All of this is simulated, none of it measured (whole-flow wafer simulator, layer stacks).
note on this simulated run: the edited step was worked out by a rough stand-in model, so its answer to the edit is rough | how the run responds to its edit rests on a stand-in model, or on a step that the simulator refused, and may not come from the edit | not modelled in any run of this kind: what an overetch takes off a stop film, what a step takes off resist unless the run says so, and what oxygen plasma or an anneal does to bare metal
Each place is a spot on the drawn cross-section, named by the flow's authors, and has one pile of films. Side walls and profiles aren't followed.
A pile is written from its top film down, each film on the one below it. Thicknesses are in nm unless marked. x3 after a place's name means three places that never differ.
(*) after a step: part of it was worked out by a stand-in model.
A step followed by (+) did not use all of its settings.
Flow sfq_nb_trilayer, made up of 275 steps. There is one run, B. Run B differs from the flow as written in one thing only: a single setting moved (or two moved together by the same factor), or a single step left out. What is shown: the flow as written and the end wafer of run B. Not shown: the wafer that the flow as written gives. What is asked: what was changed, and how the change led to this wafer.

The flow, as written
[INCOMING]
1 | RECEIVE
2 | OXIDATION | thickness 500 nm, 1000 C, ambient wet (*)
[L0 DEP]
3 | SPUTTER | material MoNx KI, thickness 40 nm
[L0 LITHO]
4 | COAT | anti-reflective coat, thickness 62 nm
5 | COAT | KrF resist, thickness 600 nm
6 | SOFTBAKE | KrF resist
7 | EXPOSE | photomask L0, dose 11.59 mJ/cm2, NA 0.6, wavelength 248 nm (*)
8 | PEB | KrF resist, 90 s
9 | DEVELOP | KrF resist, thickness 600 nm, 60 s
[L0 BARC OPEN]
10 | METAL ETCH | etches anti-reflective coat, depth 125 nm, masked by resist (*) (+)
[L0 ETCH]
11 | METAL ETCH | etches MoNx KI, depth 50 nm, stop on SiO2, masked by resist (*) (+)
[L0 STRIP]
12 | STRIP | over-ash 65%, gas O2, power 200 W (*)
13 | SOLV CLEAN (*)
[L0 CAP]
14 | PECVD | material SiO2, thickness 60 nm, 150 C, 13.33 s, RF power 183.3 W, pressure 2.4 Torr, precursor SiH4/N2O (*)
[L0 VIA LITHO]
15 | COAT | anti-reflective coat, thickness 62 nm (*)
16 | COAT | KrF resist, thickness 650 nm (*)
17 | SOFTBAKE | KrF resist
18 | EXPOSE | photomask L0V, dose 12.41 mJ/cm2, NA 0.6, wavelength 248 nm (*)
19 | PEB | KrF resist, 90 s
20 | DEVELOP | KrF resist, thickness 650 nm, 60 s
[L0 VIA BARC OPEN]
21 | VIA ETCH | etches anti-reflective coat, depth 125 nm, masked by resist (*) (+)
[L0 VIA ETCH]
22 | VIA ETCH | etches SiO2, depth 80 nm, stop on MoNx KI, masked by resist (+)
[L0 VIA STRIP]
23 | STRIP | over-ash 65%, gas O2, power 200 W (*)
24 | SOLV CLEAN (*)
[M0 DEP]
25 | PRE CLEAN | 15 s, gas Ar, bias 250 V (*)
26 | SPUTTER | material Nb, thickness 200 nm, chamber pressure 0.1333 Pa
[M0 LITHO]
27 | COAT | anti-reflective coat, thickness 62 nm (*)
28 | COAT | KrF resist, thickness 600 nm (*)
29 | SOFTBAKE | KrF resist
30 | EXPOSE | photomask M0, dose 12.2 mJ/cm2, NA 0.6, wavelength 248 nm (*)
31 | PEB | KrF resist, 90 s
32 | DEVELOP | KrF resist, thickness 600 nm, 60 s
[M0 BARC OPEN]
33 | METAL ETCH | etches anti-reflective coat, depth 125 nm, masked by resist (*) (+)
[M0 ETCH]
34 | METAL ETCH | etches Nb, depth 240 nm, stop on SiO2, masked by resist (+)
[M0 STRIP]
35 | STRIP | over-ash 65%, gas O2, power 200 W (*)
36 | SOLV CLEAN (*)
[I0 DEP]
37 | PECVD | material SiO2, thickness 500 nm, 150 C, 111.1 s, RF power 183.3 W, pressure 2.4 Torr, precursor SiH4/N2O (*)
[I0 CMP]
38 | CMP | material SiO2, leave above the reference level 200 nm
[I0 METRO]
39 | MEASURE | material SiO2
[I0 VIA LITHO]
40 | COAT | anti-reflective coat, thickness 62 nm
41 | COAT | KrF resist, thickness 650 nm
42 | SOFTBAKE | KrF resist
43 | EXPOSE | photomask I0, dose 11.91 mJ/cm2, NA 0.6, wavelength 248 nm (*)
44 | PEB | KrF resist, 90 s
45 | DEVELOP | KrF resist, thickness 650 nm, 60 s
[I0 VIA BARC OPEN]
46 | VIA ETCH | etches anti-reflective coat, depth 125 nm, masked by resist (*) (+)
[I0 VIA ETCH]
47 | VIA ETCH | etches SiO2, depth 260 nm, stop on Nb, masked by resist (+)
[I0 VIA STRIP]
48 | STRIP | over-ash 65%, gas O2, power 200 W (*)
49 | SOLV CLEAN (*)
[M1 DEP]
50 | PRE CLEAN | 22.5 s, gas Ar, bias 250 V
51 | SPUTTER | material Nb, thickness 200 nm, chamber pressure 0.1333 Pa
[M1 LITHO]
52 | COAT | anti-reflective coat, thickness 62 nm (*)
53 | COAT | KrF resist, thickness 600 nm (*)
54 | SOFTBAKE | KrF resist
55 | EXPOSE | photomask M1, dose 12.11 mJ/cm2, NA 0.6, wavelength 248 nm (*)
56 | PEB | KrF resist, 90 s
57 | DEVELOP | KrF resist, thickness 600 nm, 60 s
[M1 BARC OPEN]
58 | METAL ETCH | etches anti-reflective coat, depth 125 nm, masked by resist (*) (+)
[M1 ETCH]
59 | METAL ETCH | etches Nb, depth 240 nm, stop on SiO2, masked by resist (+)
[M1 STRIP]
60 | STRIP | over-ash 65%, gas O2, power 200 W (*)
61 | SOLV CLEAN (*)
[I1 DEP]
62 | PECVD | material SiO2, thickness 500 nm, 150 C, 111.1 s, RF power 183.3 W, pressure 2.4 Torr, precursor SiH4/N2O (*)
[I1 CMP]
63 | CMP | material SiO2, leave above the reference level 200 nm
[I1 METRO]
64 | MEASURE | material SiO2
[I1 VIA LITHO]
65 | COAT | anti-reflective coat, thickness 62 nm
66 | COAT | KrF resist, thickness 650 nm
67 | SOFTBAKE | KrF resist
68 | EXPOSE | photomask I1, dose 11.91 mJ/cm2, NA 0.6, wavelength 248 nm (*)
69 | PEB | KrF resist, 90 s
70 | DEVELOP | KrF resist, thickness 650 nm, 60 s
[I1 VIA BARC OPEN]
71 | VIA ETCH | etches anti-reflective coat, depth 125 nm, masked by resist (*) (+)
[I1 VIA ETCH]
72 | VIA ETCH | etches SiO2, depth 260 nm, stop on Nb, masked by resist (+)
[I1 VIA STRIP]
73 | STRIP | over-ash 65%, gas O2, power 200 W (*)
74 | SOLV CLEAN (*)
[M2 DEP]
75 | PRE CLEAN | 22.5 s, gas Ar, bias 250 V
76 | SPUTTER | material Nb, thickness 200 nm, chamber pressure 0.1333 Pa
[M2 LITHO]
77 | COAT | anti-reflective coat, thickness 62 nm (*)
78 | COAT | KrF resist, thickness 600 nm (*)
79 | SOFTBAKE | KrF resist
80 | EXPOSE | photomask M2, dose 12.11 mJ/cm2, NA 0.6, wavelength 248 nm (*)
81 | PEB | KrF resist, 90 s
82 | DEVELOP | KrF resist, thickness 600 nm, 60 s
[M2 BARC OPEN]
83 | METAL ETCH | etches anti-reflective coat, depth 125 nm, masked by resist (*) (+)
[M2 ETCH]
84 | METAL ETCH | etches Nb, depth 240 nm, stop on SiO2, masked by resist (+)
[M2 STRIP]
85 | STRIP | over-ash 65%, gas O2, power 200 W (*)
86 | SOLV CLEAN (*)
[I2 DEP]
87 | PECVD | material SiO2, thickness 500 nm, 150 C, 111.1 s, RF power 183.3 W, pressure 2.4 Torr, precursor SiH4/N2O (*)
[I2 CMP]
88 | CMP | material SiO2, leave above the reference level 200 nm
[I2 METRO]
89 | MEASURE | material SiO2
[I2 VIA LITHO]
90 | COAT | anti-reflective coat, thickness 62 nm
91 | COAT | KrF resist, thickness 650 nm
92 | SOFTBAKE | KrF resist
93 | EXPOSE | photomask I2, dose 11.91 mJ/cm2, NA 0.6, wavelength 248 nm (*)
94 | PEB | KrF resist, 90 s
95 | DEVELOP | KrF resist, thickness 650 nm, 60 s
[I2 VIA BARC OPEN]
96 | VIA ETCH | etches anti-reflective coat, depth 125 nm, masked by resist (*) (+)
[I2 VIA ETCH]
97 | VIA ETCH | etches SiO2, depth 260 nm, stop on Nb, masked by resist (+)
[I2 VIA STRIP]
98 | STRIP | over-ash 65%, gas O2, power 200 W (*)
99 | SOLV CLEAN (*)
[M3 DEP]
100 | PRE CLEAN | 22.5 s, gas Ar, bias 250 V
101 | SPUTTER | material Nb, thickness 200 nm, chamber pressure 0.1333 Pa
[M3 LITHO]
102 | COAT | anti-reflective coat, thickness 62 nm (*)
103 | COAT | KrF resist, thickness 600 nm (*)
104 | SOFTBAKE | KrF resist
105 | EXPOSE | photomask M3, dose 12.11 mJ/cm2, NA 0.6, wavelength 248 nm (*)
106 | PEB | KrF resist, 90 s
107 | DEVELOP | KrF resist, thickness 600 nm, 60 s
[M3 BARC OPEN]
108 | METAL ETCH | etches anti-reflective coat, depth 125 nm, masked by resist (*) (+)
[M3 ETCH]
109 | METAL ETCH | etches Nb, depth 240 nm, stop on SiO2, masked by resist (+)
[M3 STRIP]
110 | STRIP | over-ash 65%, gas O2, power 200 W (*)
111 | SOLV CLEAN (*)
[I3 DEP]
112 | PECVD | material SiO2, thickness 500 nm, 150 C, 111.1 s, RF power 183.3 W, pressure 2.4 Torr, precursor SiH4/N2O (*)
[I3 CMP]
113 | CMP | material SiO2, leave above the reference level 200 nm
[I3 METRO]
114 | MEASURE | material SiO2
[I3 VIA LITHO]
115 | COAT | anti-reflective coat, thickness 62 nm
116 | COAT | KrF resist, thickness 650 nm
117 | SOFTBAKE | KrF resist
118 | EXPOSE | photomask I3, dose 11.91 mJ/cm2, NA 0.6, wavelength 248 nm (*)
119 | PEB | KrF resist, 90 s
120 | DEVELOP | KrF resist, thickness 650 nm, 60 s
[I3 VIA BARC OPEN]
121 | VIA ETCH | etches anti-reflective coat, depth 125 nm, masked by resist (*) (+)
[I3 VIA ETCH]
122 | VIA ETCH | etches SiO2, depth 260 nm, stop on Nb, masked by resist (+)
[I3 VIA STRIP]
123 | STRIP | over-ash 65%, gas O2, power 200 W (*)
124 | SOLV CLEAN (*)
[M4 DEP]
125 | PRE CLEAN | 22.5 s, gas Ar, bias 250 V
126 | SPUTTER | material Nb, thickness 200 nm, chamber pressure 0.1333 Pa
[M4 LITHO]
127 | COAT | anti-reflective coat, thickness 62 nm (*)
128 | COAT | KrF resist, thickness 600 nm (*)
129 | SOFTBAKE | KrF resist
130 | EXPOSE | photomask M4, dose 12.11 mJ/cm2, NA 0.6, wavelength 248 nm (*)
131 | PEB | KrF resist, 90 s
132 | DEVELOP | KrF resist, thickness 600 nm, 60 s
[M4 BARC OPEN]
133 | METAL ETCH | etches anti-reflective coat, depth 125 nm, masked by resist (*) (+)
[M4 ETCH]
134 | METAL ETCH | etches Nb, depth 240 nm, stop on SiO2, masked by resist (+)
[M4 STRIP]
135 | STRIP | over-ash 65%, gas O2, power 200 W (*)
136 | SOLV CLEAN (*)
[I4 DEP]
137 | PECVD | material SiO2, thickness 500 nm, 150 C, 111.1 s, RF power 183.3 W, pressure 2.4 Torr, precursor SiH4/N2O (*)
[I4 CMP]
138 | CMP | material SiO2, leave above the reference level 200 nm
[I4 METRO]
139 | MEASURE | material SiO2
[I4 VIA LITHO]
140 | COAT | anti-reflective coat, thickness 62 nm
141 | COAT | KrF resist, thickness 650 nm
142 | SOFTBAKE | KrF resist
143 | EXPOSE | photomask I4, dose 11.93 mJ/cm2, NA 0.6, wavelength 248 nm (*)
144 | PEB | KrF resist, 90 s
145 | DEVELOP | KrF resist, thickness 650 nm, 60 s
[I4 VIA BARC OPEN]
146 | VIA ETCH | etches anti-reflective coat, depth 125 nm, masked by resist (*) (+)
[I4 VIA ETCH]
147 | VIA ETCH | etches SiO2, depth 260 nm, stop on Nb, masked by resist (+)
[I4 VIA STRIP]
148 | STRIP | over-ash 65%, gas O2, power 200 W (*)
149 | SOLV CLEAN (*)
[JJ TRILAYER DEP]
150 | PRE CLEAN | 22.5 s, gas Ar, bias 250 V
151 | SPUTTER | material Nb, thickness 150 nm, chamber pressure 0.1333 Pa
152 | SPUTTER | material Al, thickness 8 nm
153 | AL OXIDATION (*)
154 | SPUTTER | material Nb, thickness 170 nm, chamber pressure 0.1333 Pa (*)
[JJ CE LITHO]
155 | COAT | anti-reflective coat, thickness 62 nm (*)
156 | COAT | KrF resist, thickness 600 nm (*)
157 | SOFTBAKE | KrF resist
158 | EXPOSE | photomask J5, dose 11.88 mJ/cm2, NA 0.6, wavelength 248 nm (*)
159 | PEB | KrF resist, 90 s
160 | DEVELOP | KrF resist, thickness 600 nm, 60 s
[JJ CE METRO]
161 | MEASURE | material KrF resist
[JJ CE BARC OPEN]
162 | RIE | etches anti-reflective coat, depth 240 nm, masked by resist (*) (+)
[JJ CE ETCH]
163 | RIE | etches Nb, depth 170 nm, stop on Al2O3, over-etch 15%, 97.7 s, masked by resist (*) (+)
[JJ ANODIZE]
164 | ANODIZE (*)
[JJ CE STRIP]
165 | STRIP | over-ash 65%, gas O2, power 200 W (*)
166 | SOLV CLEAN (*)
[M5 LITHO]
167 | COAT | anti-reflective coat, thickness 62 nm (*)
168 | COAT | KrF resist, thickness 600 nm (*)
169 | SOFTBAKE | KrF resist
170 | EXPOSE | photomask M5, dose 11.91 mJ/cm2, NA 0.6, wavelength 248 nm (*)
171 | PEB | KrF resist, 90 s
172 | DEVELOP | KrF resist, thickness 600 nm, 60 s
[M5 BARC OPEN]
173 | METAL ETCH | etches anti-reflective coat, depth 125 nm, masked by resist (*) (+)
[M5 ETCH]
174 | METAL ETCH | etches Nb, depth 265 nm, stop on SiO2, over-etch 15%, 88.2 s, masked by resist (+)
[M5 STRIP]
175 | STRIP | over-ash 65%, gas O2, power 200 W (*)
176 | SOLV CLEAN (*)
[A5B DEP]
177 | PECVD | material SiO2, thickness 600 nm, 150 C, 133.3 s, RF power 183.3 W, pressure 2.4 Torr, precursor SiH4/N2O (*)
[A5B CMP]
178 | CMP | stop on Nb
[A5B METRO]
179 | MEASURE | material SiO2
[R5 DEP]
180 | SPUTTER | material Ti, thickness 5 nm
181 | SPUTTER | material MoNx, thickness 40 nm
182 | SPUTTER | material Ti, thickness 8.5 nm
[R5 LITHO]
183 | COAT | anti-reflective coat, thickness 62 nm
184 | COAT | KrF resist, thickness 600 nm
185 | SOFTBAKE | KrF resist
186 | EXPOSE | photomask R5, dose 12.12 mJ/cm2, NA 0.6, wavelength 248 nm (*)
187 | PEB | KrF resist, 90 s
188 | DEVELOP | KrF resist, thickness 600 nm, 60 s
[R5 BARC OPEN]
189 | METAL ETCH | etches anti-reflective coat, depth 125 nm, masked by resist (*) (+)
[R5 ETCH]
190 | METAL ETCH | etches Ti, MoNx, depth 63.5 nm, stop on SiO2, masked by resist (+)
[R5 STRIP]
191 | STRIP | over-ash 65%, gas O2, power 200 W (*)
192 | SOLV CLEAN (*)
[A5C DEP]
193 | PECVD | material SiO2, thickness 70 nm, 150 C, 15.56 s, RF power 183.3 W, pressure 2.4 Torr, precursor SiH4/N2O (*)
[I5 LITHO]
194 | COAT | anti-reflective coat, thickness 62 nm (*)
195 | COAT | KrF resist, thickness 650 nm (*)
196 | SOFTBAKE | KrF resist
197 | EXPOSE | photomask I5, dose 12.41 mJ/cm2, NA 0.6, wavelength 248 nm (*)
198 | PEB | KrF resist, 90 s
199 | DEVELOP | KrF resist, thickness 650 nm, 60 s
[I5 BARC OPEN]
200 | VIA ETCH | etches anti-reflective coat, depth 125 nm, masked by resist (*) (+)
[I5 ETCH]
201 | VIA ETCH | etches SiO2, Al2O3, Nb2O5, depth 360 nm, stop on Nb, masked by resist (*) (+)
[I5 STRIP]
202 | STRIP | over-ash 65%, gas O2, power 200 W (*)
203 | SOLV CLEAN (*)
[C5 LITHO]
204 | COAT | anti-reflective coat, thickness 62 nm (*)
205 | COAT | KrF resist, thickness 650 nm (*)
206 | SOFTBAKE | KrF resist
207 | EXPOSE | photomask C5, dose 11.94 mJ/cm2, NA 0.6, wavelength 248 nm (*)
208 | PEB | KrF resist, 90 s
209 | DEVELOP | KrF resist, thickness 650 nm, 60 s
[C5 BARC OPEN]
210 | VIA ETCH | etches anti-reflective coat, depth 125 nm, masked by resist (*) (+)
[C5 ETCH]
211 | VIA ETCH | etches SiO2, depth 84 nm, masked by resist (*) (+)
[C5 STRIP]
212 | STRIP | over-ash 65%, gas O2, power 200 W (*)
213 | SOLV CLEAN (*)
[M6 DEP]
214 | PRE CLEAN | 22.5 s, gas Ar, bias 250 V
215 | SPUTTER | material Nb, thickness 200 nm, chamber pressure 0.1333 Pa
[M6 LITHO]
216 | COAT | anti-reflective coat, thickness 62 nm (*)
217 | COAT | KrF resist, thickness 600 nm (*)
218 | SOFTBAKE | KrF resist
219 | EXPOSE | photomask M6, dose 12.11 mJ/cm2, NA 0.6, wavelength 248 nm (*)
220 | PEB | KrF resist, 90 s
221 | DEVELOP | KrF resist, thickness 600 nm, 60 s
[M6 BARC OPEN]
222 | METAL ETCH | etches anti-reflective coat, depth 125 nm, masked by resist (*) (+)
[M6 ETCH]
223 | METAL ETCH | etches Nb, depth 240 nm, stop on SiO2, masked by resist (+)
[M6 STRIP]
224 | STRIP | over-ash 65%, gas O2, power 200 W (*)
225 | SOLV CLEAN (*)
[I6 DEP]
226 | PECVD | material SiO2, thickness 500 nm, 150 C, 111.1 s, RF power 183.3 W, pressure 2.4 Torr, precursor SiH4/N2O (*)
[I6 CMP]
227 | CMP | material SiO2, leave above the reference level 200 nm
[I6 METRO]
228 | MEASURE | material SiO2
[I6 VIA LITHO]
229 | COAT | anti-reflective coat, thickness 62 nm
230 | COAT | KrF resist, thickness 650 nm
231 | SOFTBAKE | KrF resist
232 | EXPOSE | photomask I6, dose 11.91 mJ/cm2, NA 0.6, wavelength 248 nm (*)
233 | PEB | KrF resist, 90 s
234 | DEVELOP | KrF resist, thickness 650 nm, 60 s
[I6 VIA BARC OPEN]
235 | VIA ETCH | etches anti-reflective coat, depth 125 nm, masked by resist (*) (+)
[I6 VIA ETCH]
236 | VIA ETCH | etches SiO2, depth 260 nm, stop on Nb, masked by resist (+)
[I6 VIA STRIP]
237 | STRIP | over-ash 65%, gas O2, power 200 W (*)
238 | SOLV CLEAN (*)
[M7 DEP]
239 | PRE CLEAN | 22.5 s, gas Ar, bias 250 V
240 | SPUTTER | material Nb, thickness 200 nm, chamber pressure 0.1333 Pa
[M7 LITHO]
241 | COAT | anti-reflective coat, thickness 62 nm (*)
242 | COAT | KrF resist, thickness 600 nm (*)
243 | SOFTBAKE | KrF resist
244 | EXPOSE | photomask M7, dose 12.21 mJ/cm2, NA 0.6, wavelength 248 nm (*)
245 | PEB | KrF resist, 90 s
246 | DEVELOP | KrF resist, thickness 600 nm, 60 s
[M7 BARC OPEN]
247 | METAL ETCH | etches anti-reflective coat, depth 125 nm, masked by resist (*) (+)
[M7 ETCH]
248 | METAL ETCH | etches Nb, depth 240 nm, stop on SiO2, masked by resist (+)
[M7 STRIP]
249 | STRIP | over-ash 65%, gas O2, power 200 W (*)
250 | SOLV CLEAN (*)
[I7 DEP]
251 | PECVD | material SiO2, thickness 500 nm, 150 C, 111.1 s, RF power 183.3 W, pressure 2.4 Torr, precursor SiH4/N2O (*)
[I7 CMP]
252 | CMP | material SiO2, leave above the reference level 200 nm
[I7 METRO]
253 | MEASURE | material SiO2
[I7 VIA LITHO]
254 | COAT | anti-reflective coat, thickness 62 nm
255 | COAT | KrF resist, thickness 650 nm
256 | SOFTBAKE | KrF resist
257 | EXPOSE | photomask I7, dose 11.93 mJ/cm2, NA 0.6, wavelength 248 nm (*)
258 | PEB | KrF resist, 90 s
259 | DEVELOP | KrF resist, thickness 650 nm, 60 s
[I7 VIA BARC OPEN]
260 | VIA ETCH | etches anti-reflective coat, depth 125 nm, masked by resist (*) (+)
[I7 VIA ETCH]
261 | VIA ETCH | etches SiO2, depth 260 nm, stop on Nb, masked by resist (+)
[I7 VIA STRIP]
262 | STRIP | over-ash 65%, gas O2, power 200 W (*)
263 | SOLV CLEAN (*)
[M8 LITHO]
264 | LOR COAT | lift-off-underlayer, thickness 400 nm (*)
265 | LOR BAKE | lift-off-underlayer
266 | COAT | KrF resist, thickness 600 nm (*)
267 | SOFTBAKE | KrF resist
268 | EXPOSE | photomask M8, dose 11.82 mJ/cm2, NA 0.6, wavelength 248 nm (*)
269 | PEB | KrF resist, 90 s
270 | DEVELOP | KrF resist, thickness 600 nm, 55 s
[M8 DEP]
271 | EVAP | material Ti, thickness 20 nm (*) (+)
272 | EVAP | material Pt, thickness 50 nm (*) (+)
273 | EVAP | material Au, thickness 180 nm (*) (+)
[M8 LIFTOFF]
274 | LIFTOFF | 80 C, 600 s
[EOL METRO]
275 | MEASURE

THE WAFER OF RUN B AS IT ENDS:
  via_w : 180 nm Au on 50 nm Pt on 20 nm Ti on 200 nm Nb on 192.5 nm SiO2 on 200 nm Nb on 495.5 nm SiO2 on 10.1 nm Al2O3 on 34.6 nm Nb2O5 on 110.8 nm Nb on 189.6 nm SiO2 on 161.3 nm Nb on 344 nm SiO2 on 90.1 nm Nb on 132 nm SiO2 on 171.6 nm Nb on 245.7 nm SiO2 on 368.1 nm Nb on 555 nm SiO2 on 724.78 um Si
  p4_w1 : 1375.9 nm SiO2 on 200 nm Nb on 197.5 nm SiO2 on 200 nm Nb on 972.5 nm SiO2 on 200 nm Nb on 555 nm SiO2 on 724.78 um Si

Cause: step 62, PECVD: thickness 295 nm was run, whereas the flow has thickness 500 nm; step 62, PECVD: 65.56 s was run, where the flow has 111.1 s.

How this came from the change, step by step:
  62 | PECVD | material SiO2, thickness 500 nm, 150 C, 111.1 s, RF power 183.3 W, pressure 2.4 Torr, precursor SiH4/N2O (*)
      field_l, be, be_sur and 72 more: +295 SiO2 (it would be, as written: +500 SiO2)
      v_sur, via_wl, via_wr and 20 more: +295 SiO2 (new film) (it would be, as written: +500 SiO2 (new film))
      (and at 8 other places as well)
  63 | CMP | material SiO2, leave above the reference level 200 nm
      field_l, be, be_sur and 72 more: nothing (it would be, as written: -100 SiO2)
      lsp_m, ln_m6, lsp_r, l0_sur, l0v: nothing (it would be, as written: -94.9 SiO2)
      (and at 26 other places as well)
  65 | COAT | anti-reflective coat, thickness 62 nm
      be_r, r_sur, res and 6 more: +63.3 anti-reflective coat (new film) (it would be, as written: +62 anti-reflective coat (new film))
      ce_r, sp_r, r_end, moat, lsp_r, m0r_line_r, m6r_line_r, m7r_line_r: +63.4 anti-reflective coat (new film) (it would be, as written: +62 anti-reflective coat (new film))
      (and at 72 other places as well)
  66 | COAT | KrF resist, thickness 650 nm
      m0r_line_l, r5r_line_r, m6r_line_l, m7r_line_l: +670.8 KrF resist (new film) (it would be, as written: +650 KrF resist (new film))
      m0r_line_r, m6r_line_r, m7r_line_r: +670.7 KrF resist (new film) (it would be, as written: +650 KrF resist (new film))
      (and at 35 other places as well)
  70 | DEVELOP | KrF resist, thickness 650 nm, 60 s
      via_v: -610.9 KrF resist (all of it) (it would be, as written: -648.6 KrF resist (all of it))
  71 | VIA ETCH | etches anti-reflective coat, depth 125 nm, masked by resist (*) (+)
      field_l, v_sur, via_wl and 102 more: -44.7 KrF resist (it would be, as written: -51.7 KrF resist)
      via_v: -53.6 anti-reflective coat (all of it), -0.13 SiO2 (it would be, as written: -62 anti-reflective coat (all of it), -0.16 SiO2)
  73 | STRIP | over-ash 65%, gas O2, power 200 W (*)
      m0r_line_l, m6r_line_l, m7r_line_l: -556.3 KrF resist (all of it), -63.3 anti-reflective coat (all of it) (it would be, as written: -528.6 KrF resist (all of it), -62 anti-reflective coat (all of it))
      m0r_space_l, m6r_space_l, m7r_space_l: -548 KrF resist (all of it), -76.4 anti-reflective coat (all of it) (it would be, as written: -528.6 KrF resist (all of it), -62 anti-reflective coat (all of it))
      (and at 89 other places as well)
  76 | SPUTTER | material Nb, thickness 200 nm, chamber pressure 0.1333 Pa
      be, lsp_l: +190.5 Nb (new film) (it would be, as written: +200 Nb (new film))
      via_w: +171.6 Nb (new film) (it would be, as written: +200 Nb (new film))
  77 | COAT | anti-reflective coat, thickness 62 nm (*)
      p3_s1, l0r_space_c, m0r_line_r, m6r_line_r, m7r_line_r: +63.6 anti-reflective coat (new film) (it would be, as written: +62 anti-reflective coat (new film))
      c5j, ce_r, sp_r: +62.9 anti-reflective coat (new film) (it would be, as written: +61.6 anti-reflective coat (new film))
      (and at 76 other places as well)
  78 | COAT | KrF resist, thickness 600 nm (*)
      m0r_line_l, m6r_line_l, m7r_line_l: +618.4 KrF resist (new film) (it would be, as written: +600 KrF resist (new film))
      m0r_space_l, m6r_space_l, m7r_space_l: +613 KrF resist (new film) (it would be, as written: +600 KrF resist (new film))
      (and at 44 other places as well)
  82 | DEVELOP | KrF resist, thickness 600 nm, 60 s
      m0r_line_l, m6r_line_l, m7r_line_l: -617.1 KrF resist (all of it) (it would be, as written: -598.7 KrF resist (all of it))
      m0r_space_l, m6r_space_l, m7r_space_l: -611.7 KrF resist (all of it) (it would be, as written: -598.7 KrF resist (all of it))
      (and at 30 other places as well)
  83 | METAL ETCH | etches anti-reflective coat, depth 125 nm, masked by resist (*) (+)
      v_sur, via_wl, via_w and 19 more: -63.4 KrF resist (it would be, as written: -51.7 KrF resist)
      p3_s1, l0r_space_c, m0r_line_r, m6r_line_r, m7r_line_r: -63.6 anti-reflective coat (all of it) (it would be, as written: -62 anti-reflective coat (all of it))
      (and at 57 other places as well)
  84 | METAL ETCH | etches Nb, depth 240 nm, stop on SiO2, masked by resist (+)
      be, lsp_l: -190.5 Nb (all of it) (it would be, as written: -200 Nb (all of it))
  85 | STRIP | over-ash 65%, gas O2, power 200 W (*)
      v_sur: -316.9 KrF resist (all of it), -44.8 anti-reflective coat (all of it) (it would be, as written: -380 KrF resist (all of it), -61.4 anti-reflective coat (all of it))
      via_wl: -322.6 KrF resist (all of it), -40.6 anti-reflective coat (all of it) (it would be, as written: -379.5 KrF resist (all of it), -61.3 anti-reflective coat (all of it))
      (and at 20 other places as well)
  87 | PECVD | material SiO2, thickness 500 nm, 150 C, 111.1 s, RF power 183.3 W, pressure 2.4 Torr, precursor SiH4/N2O (*)
      via_w: +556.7 SiO2 (new film) (it would be, as written: +500 SiO2 (new film))
  88 | CMP | material SiO2, leave above the reference level 200 nm
      field_l, be, be_sur and 79 more: nothing (it would be, as written: -100 SiO2)
      via_w: -157.1 SiO2 (it would be, as written: -300 SiO2)
  ... another 36 steps ...
  178 | CMP | stop on Nb
      via_w: -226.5 SiO2 (it would be, as written: -235.2 SiO2)
Taking metal films that touch as one body, via_w has 7 bodies (between them, from the top down: SiO2 192.5; SiO2 495.5 / Al2O3 10.1 / Nb2O5 34.6; SiO2 189.6; SiO2 344; SiO2 132; SiO2 245.7); the flow as written gives 5 bodies (between them, from the top down: SiO2 192.5; SiO2 427.3 / Al2O3 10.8 / Nb2O5 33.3; SiO2 425.9; SiO2 416.9).
